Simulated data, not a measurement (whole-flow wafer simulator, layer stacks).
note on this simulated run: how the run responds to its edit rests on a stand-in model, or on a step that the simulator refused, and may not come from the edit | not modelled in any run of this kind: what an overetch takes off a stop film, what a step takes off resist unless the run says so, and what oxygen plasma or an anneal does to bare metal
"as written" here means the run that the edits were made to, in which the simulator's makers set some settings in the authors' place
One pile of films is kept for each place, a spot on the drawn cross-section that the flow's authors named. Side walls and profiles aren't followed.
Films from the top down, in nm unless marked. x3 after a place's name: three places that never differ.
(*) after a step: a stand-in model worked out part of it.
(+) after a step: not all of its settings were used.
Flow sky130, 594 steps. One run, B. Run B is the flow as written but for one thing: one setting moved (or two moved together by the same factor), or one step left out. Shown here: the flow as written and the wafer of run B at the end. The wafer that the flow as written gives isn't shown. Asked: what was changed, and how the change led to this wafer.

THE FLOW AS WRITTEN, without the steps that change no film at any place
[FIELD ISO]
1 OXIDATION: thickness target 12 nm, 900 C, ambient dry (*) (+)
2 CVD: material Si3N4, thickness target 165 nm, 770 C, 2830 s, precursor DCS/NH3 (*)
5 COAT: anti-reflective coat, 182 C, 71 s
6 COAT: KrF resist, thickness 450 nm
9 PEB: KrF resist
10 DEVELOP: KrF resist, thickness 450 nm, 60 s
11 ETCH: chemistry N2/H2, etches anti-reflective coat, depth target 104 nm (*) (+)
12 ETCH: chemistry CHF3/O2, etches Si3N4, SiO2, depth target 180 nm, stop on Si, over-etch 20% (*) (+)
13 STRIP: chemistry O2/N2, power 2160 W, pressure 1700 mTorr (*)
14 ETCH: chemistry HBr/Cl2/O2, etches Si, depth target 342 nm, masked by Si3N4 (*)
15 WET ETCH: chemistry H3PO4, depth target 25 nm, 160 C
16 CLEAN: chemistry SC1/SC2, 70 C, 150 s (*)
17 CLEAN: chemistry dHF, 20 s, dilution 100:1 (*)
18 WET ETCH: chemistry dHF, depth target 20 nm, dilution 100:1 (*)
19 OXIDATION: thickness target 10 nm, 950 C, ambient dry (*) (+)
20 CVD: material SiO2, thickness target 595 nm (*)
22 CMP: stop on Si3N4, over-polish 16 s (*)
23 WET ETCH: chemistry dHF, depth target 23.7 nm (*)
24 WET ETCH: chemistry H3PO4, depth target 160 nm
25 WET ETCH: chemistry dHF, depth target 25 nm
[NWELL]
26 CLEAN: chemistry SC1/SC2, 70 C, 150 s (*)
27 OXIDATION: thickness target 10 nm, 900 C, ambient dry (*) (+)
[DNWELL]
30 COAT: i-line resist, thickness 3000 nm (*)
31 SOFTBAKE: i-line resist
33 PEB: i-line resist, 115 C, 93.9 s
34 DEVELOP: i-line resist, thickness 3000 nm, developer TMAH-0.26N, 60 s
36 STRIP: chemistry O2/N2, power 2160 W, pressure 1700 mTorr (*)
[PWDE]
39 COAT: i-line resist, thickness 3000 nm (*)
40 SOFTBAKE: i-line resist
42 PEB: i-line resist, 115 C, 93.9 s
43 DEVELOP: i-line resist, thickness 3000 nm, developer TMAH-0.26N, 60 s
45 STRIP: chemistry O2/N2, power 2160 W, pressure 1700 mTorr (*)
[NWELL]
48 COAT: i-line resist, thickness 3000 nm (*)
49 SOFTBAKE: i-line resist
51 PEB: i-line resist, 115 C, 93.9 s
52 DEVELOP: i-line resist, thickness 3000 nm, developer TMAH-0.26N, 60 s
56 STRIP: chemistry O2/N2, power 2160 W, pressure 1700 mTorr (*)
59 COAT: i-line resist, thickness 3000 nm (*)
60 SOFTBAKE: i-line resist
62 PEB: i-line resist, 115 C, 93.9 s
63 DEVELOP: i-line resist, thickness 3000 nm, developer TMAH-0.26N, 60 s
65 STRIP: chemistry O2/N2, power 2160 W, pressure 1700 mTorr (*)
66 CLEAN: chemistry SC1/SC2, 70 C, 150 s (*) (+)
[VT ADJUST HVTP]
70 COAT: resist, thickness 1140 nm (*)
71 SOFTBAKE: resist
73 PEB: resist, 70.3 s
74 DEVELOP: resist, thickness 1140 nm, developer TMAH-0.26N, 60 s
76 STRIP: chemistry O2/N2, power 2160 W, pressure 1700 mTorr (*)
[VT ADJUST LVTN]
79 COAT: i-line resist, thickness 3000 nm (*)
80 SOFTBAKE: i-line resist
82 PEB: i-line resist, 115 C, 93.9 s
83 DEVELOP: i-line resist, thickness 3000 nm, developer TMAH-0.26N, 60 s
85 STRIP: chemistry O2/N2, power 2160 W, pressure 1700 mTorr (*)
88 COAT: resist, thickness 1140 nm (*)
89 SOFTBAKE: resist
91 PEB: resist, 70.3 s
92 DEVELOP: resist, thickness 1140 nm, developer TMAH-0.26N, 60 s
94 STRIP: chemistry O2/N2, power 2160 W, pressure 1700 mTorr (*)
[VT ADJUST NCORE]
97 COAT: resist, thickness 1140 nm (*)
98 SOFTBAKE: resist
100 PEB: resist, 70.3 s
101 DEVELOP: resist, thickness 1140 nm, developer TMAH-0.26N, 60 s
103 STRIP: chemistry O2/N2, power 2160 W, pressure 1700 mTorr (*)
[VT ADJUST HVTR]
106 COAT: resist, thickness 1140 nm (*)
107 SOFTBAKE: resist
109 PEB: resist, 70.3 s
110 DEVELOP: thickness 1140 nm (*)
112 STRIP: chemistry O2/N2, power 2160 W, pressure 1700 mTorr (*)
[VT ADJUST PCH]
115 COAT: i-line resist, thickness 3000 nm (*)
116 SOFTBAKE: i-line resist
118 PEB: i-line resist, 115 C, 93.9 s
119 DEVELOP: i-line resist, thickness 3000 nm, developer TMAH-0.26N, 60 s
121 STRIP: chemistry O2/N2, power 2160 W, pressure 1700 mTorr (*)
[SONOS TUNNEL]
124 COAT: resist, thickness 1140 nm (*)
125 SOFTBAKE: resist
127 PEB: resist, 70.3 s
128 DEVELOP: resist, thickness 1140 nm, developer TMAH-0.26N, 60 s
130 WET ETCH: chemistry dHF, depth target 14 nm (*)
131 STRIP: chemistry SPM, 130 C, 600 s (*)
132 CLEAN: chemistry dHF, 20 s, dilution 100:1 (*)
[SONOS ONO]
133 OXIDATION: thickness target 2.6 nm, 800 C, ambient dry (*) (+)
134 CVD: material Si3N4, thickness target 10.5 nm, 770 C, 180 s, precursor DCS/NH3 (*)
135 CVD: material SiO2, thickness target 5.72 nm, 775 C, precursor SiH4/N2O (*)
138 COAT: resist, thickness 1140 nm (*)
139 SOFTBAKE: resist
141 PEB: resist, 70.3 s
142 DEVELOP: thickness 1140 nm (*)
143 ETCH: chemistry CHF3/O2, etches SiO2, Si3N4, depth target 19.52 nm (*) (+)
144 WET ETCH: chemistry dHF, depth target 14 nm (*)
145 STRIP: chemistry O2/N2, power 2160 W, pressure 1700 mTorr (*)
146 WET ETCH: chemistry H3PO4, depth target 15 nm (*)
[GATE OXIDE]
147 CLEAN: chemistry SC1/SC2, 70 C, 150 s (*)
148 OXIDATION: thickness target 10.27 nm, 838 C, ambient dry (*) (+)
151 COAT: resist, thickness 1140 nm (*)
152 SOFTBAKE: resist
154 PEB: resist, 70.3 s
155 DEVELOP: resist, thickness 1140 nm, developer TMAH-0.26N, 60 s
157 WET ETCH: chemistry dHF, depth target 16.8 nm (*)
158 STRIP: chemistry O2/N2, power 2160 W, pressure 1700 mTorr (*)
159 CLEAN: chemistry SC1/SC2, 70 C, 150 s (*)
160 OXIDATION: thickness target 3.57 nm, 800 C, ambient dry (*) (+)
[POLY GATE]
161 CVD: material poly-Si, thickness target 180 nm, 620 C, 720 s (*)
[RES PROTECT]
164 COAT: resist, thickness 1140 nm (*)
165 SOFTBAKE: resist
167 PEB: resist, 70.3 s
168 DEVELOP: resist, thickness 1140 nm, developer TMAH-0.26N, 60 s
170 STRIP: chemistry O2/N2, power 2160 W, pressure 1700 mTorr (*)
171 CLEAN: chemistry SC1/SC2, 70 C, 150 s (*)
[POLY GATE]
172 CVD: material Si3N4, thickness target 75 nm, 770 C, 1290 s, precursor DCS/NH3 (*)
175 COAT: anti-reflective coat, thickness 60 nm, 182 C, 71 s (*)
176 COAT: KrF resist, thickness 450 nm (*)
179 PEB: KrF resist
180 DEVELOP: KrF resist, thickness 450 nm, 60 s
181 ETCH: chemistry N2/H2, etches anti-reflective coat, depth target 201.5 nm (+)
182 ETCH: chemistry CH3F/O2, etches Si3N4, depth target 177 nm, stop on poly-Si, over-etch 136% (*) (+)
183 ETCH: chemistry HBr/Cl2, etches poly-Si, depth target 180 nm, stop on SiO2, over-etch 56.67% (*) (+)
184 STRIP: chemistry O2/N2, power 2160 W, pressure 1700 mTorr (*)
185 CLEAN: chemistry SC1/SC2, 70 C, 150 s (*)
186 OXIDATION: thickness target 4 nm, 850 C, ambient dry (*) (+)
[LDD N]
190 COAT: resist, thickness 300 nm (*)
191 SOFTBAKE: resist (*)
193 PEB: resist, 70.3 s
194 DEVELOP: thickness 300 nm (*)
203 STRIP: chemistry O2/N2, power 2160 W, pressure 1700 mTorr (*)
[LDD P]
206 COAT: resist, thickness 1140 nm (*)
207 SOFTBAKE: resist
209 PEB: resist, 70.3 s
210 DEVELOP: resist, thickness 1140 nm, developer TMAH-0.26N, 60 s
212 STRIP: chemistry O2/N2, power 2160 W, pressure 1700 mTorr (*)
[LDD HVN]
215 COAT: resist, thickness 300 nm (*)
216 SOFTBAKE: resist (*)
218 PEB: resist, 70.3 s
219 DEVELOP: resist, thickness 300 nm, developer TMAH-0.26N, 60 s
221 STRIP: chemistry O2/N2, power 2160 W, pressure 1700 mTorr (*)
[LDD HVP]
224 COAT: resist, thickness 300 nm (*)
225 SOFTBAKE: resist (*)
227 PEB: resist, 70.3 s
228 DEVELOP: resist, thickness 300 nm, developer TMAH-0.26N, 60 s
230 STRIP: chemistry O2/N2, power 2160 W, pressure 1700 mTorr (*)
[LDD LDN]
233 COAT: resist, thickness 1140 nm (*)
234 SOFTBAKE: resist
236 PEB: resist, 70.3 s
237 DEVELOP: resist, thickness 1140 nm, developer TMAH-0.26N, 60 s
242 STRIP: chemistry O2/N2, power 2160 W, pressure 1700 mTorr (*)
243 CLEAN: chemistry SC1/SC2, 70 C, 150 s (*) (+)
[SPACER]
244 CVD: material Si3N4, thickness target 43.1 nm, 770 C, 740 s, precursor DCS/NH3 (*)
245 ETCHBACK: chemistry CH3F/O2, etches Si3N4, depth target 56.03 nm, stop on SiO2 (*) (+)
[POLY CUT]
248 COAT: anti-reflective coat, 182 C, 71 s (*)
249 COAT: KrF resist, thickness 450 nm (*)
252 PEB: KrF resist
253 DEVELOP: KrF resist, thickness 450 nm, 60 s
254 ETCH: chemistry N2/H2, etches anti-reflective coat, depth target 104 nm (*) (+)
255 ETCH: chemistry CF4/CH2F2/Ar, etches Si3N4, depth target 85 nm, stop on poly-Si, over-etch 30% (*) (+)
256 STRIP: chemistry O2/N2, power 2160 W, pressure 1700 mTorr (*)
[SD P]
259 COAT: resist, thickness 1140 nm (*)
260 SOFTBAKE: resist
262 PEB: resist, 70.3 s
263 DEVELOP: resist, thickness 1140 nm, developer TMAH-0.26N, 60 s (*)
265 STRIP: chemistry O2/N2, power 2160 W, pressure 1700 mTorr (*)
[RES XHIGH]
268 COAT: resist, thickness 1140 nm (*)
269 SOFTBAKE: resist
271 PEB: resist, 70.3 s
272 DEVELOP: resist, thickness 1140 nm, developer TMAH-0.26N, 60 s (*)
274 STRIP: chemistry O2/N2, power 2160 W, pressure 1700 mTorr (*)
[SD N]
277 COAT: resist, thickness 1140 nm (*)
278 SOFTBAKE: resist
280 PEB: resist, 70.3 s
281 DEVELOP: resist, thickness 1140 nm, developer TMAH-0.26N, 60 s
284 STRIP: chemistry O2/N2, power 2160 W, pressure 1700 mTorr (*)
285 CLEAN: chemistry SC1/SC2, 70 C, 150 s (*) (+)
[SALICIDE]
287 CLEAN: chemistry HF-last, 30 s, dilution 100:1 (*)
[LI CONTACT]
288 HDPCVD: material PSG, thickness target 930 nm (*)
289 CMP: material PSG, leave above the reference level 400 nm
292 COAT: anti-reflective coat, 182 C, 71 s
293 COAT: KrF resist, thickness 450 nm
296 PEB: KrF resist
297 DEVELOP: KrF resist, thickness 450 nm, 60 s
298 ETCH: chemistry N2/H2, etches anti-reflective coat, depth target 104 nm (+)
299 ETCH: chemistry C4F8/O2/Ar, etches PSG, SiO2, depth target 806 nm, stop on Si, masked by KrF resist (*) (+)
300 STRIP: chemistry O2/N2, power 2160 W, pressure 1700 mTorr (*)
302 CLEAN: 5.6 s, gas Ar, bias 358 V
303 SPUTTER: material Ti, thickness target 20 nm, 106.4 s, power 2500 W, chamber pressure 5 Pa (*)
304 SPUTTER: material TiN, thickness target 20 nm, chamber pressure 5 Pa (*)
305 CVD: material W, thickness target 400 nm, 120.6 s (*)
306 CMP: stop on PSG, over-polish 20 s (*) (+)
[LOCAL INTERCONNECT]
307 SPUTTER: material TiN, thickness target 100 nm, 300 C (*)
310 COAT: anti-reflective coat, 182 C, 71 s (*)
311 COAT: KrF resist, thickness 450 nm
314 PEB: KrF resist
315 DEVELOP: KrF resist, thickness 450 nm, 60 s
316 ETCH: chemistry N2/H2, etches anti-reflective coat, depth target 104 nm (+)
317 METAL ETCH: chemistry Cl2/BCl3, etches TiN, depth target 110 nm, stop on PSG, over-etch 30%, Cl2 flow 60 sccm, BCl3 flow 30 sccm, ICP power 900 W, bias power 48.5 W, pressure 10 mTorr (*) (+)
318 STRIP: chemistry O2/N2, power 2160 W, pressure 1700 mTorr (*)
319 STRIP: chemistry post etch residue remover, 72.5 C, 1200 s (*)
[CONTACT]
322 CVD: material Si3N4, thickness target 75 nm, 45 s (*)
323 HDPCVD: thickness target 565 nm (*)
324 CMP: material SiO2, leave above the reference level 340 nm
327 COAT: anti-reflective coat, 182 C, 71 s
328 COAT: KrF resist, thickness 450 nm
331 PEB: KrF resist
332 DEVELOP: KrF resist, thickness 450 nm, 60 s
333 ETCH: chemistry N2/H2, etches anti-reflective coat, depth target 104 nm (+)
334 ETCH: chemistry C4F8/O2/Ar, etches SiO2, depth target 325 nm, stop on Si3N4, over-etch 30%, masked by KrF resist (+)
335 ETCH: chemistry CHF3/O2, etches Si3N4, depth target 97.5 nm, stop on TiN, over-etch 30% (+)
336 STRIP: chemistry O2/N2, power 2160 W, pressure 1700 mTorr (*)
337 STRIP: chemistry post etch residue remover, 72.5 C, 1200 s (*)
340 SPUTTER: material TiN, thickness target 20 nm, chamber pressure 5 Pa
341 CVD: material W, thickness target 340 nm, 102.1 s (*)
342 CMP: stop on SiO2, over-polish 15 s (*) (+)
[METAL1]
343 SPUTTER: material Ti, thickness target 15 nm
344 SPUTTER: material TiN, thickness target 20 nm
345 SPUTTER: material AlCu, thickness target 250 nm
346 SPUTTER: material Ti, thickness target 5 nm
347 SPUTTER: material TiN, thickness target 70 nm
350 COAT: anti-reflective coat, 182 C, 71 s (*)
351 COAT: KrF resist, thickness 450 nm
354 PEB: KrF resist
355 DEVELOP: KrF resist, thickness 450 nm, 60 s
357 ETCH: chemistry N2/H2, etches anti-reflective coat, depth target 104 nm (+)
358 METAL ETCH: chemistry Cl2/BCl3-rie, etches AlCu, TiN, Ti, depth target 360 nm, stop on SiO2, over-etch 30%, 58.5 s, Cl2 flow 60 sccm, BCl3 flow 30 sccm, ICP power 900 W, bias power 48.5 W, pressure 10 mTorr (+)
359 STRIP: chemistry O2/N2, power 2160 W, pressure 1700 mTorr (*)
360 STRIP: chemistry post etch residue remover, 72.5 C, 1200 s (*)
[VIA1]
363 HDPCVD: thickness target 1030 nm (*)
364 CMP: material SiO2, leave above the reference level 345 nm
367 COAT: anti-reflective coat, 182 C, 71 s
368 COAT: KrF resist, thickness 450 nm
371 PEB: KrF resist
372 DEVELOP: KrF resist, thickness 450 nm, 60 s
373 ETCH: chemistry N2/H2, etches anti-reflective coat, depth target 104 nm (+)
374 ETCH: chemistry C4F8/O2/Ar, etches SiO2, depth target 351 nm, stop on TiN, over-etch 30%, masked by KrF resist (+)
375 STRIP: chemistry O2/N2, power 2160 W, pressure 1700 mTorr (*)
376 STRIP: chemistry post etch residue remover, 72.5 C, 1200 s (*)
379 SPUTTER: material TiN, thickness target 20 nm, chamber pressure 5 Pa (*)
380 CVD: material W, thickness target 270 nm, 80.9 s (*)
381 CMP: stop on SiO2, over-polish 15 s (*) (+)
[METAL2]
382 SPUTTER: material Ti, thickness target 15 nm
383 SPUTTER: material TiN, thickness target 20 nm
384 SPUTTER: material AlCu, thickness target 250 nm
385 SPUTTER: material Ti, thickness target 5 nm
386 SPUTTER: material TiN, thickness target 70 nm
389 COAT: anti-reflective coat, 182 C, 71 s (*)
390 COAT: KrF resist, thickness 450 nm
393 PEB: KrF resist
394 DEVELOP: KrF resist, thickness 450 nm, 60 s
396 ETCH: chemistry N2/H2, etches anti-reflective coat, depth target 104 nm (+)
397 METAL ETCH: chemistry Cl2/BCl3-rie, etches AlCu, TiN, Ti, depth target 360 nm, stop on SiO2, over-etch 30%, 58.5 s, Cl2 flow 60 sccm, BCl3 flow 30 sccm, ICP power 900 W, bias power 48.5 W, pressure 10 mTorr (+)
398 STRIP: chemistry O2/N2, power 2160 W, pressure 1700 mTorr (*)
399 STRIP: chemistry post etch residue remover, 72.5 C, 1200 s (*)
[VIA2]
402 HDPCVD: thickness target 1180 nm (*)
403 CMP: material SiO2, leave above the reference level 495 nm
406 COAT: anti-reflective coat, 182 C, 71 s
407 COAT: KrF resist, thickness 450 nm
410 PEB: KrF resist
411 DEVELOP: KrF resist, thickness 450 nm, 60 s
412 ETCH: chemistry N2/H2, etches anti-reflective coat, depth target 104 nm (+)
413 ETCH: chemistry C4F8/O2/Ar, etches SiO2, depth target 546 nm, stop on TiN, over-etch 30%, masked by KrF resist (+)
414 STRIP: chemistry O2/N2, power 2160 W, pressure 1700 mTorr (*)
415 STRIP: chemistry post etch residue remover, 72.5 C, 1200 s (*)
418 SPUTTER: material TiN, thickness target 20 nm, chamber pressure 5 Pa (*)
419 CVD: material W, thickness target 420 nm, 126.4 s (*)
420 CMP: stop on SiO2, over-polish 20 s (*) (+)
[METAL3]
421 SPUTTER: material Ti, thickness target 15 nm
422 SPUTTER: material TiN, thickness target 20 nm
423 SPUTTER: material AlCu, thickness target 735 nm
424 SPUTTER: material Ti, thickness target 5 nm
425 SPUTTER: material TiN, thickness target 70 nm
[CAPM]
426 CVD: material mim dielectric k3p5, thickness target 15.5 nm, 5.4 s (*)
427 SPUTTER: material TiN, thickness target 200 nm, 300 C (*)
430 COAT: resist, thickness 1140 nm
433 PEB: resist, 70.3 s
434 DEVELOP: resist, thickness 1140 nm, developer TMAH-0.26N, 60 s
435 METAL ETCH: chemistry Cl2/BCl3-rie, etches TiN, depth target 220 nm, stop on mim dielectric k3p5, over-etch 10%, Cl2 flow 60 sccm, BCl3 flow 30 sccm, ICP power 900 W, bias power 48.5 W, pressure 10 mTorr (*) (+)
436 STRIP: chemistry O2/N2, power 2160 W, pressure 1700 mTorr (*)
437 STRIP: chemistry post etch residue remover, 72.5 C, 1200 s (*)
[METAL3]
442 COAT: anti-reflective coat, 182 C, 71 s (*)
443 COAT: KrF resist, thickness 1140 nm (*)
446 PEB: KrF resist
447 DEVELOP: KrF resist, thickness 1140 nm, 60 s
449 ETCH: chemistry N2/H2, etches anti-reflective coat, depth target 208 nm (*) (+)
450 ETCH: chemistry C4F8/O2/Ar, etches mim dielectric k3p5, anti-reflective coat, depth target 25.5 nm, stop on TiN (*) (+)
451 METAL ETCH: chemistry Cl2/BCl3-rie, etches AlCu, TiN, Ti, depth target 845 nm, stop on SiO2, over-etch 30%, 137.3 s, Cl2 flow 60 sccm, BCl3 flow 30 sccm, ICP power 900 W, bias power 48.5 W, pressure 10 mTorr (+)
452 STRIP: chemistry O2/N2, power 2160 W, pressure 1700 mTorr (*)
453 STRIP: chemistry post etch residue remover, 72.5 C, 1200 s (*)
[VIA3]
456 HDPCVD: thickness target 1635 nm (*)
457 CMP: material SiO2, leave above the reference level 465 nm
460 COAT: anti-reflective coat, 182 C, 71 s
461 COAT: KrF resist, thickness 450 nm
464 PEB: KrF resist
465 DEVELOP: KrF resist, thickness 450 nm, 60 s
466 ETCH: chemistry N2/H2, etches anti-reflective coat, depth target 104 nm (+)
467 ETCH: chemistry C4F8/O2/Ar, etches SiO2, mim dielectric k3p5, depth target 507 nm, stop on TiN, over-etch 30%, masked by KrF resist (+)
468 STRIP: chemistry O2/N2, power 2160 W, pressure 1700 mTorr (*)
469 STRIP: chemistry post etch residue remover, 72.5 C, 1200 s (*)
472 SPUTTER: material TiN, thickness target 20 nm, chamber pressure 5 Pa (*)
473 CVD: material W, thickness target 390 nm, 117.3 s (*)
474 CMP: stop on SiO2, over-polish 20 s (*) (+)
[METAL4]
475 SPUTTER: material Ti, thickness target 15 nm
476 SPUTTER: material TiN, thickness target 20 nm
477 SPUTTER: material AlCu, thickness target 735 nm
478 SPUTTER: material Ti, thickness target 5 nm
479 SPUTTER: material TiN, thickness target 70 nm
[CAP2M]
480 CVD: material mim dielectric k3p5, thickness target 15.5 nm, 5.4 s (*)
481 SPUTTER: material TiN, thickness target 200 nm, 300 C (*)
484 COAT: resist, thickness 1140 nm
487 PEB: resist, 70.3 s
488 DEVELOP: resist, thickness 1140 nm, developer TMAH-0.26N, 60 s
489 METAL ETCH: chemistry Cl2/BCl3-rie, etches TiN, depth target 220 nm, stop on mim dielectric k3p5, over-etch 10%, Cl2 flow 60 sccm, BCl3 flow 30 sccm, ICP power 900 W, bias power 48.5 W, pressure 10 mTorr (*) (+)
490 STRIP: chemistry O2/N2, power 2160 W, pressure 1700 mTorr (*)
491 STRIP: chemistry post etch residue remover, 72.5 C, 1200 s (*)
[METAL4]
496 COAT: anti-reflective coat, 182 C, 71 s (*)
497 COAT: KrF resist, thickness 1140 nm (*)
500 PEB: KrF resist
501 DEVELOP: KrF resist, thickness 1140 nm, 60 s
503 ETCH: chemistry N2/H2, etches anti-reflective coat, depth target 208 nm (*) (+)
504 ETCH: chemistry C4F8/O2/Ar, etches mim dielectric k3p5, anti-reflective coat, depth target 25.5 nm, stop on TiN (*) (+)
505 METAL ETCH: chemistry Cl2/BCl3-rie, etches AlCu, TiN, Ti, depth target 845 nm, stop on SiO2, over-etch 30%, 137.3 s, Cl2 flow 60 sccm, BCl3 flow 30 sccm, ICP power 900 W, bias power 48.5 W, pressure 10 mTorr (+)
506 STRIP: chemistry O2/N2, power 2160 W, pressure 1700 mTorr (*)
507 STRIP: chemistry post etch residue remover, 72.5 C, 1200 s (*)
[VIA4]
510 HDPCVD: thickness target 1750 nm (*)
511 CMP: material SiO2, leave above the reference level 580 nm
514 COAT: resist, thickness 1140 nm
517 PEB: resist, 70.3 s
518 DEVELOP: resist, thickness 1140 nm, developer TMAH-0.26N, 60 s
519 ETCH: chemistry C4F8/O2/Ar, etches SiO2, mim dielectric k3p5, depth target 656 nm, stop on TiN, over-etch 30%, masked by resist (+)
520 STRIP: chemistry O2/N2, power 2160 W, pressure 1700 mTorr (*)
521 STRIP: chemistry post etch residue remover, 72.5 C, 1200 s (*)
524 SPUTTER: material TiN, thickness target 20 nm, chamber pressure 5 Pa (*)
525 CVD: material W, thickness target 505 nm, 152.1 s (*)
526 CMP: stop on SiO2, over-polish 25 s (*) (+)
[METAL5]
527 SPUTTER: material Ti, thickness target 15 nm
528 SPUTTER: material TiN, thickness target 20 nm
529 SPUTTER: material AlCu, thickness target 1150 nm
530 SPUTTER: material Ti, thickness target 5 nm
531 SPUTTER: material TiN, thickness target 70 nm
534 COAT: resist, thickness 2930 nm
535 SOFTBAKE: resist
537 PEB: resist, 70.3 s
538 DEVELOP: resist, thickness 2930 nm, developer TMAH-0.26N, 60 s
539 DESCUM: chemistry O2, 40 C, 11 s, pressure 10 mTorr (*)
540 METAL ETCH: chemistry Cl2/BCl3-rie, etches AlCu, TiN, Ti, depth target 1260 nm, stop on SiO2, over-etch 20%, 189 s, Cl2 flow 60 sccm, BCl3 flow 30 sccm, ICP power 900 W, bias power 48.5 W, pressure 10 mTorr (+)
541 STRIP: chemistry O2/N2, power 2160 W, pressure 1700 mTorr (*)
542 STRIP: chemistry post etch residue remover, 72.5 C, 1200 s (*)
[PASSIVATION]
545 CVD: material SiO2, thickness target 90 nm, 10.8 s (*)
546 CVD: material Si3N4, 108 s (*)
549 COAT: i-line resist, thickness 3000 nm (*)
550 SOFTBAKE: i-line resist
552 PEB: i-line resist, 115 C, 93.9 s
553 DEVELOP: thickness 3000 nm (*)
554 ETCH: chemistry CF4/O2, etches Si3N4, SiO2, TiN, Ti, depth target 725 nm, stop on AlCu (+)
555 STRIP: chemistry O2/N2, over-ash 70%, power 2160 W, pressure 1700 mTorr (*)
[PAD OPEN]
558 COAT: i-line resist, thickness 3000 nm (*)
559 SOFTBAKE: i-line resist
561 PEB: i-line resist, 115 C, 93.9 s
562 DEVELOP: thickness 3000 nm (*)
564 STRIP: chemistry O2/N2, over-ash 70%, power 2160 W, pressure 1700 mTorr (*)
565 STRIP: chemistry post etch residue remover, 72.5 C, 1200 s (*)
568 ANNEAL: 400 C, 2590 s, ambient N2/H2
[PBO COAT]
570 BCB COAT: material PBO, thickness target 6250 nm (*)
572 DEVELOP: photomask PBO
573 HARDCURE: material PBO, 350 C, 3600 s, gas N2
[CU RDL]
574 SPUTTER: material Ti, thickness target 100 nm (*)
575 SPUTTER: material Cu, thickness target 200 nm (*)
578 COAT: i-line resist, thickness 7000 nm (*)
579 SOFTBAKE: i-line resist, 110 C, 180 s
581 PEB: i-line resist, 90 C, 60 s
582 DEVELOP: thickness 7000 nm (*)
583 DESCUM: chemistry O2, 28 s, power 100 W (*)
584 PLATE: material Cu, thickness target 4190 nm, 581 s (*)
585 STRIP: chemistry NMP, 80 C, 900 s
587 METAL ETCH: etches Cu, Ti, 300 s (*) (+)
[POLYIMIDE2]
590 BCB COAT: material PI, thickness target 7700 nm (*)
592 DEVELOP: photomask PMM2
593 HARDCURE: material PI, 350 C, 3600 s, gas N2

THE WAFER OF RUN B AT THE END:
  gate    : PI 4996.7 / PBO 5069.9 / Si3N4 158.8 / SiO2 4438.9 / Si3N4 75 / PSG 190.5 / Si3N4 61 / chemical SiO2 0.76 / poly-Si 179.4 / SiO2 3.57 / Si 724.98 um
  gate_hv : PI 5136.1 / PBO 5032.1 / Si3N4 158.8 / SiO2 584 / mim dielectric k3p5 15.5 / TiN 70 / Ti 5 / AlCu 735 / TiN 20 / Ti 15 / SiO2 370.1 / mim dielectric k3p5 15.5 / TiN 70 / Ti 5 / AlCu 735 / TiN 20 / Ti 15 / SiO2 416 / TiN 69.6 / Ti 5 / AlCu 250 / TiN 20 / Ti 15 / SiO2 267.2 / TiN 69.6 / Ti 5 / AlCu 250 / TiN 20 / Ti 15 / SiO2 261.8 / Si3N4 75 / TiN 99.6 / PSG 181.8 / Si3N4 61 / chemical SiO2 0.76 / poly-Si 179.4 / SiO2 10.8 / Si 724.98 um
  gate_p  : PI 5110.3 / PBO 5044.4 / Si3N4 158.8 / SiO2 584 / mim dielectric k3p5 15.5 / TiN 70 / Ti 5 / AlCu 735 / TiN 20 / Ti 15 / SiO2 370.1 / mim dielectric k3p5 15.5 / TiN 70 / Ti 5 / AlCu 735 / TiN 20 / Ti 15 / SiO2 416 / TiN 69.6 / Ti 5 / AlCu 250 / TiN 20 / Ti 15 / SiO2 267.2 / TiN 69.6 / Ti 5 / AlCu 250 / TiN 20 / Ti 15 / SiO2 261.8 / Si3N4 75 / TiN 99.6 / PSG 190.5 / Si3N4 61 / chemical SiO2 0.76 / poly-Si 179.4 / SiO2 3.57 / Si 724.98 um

The cause: step 289, CMP: leave above the reference level 200 nm was run, where the flow has leave above the reference level 400 nm.

How the change led to this, step by step:
  289 CMP: material PSG, leave above the reference level 400 nm
      gate, spacer, gate_p and 34 more: PSG -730 (as written it would be: PSG -530)
      mim, vpp_sp, vpp_ln and 30 more: PSG -533.9 (as written it would be: PSG -333.9)
      (and at 122 more places)
  299 ETCH: chemistry C4F8/O2/Ar, etches PSG, SiO2, depth target 806 nm, stop on Si, masked by KrF resist (*) (+)
      field, active, n_well and 184 more: KrF resist -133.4 (as written it would be: KrF resist -161.2)
      contact, ndiff_licon, ndiff_licon_cpp: PSG -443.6 (all of it), SiO2 -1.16 (all of it) (as written it would be: PSG -643.6 (all of it), SiO2 -1.16 (all of it))
      (and at 2 more places)
  300 STRIP: chemistry O2/N2, power 2160 W, pressure 1700 mTorr (*)
      field, active, n_well and 184 more: KrF resist -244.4 (all of it), anti-reflective coat -80 (all of it) (as written it would be: KrF resist -216.6 (all of it), anti-reflective coat -80 (all of it))
  303 SPUTTER: material Ti, thickness target 20 nm, 106.4 s, power 2500 W, chamber pressure 5 Pa (*)
      ndiff_licon: Ti +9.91 (new film) (as written it would be: Ti +7.24 (new film))
      ndiff_licon_cpp: Ti +8.93 (new film) (as written it would be: Ti +6.53 (new film))
      (and at 1 more place)
  304 SPUTTER: material TiN, thickness target 20 nm, chamber pressure 5 Pa (*)
      ndiff_licon: TiN +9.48 (new film) (as written it would be: TiN +6.83 (new film))
      ndiff_licon_cpp: TiN +8.57 (new film) (as written it would be: TiN +6.17 (new film))
      (and at 1 more place)
  305 CVD: material W, thickness target 400 nm, 120.6 s (*)
      ndiff_licon: W +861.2 (new film) (as written it would be: W +1066.5 (new film))
      ndiff_licon_cpp: W +863.1 (new film) (as written it would be: W +1067.9 (new film))
      (and at 1 more place)
  306 CMP: stop on PSG, over-polish 20 s (*) (+)
      poly_licon: W -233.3 (as written it would be: W -33.3)
